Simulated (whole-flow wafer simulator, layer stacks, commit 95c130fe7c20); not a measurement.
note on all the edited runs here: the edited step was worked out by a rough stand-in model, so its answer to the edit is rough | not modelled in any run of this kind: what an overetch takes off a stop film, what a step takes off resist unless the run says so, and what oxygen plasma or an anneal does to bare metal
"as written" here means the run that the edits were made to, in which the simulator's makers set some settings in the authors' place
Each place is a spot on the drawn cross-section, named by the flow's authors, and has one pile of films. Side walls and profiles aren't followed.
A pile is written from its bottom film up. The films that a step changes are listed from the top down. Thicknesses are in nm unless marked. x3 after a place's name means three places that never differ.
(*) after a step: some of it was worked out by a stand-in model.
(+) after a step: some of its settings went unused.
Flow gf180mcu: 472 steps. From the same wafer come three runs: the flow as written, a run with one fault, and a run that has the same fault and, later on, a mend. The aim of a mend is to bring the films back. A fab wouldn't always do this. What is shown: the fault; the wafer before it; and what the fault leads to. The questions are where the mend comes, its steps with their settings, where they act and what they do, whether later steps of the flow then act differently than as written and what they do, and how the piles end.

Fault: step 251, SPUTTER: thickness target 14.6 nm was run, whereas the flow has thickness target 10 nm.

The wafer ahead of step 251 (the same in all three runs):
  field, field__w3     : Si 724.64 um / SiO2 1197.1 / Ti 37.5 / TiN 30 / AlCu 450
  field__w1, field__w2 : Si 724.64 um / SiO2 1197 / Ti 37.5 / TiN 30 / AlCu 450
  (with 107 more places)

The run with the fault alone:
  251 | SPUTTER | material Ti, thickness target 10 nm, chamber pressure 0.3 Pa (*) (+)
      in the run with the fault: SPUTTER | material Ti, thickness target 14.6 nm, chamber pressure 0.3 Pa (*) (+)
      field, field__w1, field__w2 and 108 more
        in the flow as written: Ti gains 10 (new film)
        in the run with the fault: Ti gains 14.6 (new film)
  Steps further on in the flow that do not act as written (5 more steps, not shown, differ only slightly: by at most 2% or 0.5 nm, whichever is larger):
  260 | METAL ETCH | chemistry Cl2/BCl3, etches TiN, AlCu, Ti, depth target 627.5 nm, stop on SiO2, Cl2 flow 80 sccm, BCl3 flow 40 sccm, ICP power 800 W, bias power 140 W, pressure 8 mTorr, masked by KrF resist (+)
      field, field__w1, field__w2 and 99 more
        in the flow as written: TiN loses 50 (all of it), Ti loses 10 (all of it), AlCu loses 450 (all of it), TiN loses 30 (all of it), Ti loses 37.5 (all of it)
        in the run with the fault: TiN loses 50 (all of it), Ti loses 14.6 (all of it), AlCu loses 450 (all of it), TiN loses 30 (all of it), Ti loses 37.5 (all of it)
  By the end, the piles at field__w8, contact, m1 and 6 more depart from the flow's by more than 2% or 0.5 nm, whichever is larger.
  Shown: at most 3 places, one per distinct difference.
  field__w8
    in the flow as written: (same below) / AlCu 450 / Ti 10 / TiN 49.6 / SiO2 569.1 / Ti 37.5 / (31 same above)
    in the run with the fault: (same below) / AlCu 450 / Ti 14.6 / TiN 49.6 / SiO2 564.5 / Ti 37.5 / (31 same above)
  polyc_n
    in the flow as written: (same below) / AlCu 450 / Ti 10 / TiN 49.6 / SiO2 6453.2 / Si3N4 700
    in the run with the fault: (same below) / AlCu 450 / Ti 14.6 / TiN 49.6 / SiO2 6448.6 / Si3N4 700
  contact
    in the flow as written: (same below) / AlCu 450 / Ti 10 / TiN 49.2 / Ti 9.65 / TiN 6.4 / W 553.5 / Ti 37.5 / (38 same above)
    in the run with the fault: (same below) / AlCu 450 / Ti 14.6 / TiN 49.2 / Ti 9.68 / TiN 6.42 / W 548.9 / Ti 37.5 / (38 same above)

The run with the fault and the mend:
  After step 251 comes the mend.
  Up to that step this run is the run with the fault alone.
  251a | METAL ETCH | chemistry Cl2/BCl3, etches TiN, AlCu, Ti, depth target 4.6 nm, Cl2 flow 80 sccm, BCl3 flow 40 sccm, ICP power 800 W, bias power 140 W, pressure 8 mTorr
      field, field__w1, field__w2 and 108 more
        Ti loses 4.6
  Every later step of the flow that is run acts as written at every place that is followed.
  By the end, the piles equal the flow's at every place that both follow.
